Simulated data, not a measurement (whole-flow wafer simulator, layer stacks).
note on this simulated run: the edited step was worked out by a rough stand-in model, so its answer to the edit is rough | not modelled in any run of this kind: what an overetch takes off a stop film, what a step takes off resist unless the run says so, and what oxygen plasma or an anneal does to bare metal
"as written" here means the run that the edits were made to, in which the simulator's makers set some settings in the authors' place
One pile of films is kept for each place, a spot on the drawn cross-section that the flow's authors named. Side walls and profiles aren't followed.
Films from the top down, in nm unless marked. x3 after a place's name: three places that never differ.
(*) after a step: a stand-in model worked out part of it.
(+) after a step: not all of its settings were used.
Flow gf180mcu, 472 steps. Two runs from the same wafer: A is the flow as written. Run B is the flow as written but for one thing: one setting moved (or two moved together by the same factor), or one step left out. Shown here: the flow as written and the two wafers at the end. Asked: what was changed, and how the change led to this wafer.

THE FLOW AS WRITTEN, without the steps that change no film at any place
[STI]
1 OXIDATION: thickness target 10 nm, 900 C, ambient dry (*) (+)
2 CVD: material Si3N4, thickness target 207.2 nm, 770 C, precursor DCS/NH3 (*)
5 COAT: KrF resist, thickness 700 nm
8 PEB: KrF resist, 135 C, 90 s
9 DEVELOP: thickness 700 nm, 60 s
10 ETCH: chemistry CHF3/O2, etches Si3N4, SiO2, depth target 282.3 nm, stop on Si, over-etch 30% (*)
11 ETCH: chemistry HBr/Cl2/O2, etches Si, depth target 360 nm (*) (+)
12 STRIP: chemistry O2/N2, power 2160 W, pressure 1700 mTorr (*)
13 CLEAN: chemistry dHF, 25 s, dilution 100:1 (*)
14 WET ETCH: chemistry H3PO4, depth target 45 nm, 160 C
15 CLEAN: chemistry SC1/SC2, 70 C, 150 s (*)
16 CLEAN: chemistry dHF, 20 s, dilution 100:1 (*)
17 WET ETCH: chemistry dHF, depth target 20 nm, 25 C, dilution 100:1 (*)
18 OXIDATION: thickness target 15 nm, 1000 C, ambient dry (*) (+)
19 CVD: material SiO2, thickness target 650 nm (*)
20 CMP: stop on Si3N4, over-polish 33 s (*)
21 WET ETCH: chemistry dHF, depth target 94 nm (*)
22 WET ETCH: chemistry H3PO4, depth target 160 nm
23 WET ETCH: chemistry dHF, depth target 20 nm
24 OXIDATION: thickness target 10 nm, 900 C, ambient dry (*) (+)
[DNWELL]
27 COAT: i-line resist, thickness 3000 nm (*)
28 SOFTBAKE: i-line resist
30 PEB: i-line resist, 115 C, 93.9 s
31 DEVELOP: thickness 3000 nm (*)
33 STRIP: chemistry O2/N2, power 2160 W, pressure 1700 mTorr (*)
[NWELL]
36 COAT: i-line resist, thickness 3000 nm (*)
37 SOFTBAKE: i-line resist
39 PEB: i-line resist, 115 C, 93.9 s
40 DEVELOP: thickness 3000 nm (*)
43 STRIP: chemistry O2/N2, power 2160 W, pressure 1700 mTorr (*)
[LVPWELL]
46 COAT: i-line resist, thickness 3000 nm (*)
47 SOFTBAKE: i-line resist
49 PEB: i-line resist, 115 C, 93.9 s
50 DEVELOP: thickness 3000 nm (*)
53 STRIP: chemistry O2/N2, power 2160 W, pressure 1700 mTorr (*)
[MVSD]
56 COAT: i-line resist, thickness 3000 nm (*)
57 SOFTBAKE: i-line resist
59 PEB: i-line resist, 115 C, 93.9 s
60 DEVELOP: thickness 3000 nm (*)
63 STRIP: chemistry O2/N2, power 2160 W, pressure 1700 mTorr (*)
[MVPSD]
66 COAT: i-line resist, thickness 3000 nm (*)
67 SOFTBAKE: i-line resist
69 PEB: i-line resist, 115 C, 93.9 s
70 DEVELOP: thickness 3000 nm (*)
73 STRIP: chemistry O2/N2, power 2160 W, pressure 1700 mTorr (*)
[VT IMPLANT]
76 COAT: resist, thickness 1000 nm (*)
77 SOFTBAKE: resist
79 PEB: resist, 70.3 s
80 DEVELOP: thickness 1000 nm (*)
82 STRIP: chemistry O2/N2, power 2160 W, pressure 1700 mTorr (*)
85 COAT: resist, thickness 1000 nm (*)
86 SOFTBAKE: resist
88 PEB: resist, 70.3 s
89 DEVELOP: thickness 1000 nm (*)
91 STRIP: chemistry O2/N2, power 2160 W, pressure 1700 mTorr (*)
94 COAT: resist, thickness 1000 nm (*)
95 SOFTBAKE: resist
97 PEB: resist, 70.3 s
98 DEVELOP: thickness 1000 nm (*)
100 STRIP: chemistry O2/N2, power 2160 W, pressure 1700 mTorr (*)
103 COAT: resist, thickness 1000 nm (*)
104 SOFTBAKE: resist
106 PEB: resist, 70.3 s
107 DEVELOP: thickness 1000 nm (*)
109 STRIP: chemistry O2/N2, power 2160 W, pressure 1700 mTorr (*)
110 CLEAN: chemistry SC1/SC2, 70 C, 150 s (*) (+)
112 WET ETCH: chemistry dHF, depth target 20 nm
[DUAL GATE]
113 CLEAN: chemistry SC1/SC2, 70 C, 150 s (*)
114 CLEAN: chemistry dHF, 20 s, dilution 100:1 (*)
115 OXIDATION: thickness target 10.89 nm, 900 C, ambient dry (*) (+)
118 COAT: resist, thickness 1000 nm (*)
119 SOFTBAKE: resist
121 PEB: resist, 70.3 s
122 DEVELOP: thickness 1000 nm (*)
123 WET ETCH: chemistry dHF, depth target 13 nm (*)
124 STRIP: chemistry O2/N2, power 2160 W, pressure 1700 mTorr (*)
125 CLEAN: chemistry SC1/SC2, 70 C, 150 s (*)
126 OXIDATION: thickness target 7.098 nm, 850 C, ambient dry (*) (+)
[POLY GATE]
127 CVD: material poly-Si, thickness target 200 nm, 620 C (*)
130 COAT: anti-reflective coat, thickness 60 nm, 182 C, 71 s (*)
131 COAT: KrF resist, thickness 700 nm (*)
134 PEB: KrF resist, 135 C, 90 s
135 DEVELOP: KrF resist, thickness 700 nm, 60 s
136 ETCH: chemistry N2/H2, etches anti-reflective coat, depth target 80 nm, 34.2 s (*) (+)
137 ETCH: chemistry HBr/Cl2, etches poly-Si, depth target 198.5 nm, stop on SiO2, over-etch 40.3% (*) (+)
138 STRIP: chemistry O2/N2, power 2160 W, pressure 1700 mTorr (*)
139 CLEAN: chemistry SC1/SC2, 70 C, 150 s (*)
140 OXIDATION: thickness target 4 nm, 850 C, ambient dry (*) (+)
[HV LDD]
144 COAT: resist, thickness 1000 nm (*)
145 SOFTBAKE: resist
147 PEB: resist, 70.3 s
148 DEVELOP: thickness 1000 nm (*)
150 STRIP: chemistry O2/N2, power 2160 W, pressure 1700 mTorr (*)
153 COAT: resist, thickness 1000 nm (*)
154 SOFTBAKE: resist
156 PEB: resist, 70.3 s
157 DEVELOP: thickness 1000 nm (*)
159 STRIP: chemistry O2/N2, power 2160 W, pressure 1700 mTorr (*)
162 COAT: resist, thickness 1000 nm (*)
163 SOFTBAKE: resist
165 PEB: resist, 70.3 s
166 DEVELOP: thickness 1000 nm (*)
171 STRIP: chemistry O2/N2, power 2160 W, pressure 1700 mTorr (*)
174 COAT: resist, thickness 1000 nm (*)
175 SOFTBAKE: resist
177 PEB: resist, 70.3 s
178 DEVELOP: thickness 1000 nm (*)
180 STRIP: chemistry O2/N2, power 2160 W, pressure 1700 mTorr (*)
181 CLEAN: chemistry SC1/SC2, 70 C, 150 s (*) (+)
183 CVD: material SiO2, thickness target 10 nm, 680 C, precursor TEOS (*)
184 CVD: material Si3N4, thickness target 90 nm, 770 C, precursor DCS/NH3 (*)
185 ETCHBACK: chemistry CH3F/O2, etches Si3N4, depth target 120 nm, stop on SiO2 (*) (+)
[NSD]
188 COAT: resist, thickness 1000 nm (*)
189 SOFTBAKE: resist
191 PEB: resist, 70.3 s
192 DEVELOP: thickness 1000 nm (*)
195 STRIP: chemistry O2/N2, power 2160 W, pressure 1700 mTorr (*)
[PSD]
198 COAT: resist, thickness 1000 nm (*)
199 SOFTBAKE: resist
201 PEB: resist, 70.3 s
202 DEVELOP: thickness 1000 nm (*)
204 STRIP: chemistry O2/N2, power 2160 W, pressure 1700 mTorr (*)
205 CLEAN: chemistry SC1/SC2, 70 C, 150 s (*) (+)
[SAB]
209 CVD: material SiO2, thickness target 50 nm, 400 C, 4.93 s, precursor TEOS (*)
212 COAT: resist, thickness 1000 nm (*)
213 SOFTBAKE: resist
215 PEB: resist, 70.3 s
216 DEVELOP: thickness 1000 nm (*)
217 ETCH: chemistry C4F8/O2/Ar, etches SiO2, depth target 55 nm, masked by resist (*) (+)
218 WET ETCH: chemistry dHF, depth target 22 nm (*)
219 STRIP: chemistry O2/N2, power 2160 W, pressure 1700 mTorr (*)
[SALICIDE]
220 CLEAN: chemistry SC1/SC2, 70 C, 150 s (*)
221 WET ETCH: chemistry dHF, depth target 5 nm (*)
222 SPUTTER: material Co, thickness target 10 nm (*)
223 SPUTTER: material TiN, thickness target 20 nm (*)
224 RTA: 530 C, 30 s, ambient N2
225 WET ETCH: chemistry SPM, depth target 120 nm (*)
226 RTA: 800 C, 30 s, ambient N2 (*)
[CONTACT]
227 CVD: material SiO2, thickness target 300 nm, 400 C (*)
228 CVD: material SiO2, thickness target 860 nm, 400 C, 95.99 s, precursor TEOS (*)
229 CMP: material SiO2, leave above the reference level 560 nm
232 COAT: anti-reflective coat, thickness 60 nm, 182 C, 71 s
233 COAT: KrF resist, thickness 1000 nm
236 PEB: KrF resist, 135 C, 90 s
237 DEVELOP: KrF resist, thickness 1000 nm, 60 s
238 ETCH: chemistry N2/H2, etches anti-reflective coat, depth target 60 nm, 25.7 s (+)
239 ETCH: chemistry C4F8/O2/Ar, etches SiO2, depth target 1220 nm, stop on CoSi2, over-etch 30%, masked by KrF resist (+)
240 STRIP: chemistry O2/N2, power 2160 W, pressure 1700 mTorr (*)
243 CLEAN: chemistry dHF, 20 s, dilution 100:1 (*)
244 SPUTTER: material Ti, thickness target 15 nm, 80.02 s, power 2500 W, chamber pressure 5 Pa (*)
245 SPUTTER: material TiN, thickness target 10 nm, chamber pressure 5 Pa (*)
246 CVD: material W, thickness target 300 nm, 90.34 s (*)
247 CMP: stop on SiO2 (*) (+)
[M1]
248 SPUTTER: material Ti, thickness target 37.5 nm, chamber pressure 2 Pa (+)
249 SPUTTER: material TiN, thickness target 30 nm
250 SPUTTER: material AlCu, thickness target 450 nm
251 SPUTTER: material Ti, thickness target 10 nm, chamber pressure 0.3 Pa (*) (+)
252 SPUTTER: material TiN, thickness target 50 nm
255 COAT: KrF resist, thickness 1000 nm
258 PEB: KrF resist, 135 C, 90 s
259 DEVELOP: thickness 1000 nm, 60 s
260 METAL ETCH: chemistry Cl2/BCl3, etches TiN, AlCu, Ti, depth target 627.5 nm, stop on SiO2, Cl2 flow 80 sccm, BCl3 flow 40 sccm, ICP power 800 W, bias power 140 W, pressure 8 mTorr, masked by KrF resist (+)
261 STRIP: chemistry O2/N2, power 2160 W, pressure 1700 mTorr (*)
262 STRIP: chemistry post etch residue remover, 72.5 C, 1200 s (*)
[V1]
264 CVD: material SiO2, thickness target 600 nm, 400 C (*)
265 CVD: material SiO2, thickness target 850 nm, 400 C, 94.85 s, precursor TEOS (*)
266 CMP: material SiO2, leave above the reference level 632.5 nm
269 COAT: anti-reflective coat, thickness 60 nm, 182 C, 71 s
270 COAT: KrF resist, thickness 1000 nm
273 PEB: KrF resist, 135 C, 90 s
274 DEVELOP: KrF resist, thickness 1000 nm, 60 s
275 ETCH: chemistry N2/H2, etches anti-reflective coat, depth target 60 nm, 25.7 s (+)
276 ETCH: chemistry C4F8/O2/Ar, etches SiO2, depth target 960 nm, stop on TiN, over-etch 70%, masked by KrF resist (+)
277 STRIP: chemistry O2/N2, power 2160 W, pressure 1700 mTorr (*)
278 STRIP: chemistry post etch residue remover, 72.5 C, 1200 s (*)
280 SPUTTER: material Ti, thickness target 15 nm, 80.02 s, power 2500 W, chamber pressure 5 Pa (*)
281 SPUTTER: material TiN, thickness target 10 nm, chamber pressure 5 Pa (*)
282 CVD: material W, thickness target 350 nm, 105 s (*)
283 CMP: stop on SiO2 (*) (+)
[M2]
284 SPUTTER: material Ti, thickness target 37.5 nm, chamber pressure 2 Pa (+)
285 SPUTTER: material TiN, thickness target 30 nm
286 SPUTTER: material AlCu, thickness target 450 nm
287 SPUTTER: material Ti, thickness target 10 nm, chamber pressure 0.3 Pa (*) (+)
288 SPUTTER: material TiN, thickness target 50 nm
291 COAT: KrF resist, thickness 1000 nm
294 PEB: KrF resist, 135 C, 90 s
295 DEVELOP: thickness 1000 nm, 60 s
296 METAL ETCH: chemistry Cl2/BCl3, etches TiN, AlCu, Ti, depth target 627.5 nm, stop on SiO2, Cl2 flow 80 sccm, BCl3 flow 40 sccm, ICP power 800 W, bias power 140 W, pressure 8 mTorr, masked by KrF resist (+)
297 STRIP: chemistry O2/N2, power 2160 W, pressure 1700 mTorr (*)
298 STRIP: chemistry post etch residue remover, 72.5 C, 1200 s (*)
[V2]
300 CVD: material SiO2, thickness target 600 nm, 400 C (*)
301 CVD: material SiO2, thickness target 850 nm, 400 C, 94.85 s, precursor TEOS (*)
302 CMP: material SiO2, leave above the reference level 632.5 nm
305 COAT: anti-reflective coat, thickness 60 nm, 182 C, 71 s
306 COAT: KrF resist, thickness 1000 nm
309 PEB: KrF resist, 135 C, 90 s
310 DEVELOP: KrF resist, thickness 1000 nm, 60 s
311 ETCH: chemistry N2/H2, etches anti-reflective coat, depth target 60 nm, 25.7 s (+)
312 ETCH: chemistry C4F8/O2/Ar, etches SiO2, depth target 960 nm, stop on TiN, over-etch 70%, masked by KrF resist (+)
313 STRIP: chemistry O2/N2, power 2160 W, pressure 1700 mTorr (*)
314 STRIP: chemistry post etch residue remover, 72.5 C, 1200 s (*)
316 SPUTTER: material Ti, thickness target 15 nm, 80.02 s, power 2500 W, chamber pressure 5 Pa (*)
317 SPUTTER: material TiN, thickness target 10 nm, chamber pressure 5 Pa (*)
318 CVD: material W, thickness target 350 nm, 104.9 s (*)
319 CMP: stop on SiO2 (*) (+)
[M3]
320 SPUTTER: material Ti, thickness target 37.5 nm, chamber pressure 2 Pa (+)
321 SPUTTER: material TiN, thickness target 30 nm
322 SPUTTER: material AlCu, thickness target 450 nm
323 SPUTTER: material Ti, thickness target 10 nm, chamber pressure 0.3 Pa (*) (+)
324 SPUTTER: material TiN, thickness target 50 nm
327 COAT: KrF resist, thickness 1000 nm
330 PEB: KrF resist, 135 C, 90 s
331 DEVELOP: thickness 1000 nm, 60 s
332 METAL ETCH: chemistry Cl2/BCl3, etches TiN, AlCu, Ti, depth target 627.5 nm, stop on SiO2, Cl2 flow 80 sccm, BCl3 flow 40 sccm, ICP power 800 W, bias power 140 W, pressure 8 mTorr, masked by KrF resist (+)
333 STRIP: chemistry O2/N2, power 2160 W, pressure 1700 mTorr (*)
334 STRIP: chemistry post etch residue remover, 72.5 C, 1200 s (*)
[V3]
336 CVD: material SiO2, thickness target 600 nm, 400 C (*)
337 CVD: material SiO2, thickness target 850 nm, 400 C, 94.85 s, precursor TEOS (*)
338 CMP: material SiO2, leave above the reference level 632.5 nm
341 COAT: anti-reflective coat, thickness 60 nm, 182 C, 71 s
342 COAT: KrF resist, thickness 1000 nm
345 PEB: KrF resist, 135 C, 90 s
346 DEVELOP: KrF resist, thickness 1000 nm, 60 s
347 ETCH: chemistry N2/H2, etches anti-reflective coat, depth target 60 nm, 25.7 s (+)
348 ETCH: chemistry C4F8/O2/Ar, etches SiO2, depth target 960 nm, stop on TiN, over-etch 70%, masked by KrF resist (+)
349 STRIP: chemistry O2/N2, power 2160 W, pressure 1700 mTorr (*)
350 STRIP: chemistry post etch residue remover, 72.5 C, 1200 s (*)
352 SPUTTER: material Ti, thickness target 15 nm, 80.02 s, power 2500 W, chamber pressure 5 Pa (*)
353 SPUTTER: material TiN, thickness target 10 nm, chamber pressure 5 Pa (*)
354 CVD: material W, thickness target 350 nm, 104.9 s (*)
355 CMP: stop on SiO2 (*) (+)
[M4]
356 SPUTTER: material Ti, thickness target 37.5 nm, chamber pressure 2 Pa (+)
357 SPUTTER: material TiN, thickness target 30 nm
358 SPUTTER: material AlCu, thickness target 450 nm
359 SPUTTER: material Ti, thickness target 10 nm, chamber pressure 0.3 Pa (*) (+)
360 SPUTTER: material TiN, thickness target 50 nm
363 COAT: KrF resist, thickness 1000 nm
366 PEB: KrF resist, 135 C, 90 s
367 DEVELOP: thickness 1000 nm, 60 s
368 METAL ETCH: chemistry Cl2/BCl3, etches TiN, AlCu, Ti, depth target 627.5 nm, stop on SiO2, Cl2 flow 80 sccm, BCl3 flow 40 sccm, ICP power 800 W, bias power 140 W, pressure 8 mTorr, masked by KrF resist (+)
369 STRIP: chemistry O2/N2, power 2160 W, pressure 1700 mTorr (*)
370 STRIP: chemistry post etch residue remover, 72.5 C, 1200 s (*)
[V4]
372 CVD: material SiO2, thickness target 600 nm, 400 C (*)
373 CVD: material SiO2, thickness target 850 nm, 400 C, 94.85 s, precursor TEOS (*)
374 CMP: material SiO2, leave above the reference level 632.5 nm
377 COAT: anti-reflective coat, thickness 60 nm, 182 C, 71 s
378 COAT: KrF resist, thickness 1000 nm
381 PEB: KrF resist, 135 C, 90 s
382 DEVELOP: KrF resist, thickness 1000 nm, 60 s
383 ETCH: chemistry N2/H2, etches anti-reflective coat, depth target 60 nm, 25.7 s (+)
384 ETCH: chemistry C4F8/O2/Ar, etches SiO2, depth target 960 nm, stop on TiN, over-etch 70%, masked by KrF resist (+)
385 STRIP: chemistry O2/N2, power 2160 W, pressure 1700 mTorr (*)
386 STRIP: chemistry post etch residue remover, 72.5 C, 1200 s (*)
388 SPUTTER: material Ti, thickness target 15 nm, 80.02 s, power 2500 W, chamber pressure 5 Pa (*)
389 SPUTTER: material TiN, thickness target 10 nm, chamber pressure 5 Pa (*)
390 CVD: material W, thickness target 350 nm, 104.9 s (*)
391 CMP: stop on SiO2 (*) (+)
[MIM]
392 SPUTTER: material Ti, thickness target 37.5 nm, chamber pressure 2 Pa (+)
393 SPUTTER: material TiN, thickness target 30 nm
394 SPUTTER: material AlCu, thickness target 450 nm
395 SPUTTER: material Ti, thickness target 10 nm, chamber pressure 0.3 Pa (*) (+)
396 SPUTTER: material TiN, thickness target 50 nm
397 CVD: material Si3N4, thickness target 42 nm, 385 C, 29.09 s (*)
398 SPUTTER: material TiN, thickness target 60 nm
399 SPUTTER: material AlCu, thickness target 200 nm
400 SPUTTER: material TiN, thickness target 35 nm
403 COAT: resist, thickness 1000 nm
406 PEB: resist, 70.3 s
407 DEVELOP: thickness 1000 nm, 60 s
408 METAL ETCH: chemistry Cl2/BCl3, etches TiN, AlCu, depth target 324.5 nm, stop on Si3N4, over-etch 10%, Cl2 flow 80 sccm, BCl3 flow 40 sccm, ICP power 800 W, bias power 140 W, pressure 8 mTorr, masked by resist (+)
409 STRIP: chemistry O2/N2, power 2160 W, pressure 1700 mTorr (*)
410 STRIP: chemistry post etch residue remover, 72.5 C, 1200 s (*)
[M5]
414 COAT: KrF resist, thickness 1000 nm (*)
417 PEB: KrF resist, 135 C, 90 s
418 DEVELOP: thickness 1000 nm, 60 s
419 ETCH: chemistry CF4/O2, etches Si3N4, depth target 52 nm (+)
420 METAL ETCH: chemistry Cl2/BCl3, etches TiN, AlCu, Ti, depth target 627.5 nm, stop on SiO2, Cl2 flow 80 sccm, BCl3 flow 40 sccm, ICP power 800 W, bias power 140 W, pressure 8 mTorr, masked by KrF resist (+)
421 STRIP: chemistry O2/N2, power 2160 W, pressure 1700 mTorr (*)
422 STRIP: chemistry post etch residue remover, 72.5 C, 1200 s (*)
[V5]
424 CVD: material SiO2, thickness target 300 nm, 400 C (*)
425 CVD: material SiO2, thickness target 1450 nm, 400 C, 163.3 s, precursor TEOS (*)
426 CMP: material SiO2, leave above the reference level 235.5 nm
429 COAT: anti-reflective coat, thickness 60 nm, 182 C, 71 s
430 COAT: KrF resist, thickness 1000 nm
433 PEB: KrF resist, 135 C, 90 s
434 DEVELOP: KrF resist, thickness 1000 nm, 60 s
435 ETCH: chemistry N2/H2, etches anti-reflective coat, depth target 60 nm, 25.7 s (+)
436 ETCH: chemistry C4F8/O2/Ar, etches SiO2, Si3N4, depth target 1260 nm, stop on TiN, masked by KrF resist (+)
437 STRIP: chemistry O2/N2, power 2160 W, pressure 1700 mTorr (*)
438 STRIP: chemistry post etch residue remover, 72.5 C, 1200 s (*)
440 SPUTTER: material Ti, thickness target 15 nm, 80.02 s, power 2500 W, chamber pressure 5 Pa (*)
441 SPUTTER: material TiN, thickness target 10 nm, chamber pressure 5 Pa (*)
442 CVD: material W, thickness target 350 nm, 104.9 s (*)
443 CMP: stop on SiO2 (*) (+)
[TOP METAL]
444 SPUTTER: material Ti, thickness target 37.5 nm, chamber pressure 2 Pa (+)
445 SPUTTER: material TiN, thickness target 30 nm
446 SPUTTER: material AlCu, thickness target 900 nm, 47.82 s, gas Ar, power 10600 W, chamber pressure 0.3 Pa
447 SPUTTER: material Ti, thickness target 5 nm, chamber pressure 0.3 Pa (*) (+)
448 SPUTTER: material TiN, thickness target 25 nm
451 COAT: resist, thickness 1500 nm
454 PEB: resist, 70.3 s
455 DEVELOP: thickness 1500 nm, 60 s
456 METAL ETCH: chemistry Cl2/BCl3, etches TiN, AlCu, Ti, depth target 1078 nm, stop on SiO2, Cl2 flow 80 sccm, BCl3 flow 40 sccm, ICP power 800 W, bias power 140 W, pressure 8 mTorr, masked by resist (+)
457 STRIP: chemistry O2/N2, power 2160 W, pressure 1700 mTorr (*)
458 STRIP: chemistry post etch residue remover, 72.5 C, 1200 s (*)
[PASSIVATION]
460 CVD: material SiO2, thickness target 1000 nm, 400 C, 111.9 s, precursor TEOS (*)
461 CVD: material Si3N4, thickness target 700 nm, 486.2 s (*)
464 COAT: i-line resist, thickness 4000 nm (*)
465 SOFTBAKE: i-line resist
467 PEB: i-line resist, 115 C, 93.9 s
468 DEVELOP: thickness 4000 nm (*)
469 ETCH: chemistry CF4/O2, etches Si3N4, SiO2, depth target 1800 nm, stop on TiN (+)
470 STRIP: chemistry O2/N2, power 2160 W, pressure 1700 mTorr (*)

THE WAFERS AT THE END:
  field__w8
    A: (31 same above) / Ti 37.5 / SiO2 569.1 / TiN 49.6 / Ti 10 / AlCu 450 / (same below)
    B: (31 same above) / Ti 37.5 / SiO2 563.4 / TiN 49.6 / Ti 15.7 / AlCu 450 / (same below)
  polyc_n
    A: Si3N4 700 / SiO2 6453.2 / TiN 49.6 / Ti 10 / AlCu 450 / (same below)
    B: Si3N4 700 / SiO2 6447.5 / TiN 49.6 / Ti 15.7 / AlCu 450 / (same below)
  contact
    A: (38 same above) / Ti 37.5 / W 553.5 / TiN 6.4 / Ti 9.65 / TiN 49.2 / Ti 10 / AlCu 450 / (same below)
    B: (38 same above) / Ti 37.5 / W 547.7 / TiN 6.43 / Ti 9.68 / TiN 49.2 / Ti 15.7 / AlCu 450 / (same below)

The cause: step 251, SPUTTER: thickness target 15.7 nm was run, where the flow has thickness target 10 nm.
It can be read off the wafer: field__w8 has Ti 15.7, and step 251 as written asks for 10 nm.

How the change led to this, step by step:
  251 SPUTTER: material Ti, thickness target 10 nm, chamber pressure 0.3 Pa (*) (+)
      field, field__w1, field__w2 and 108 more: A Ti +10 (new film) | B Ti +15.7 (new film)
  260 METAL ETCH: chemistry Cl2/BCl3, etches TiN, AlCu, Ti, depth target 627.5 nm, stop on SiO2, Cl2 flow 80 sccm, BCl3 flow 40 sccm, ICP power 800 W, bias power 140 W, pressure 8 mTorr, masked by KrF resist (+)
      field, field__w1, field__w2 and 99 more: A TiN -50 (all of it), Ti -10 (all of it), AlCu -450 (all of it), TiN -30 (all of it), Ti -37.5 (all of it) | B TiN -50 (all of it), Ti -15.7 (all of it), AlCu -450 (all of it), TiN -30 (all of it), Ti -37.5 (all of it)
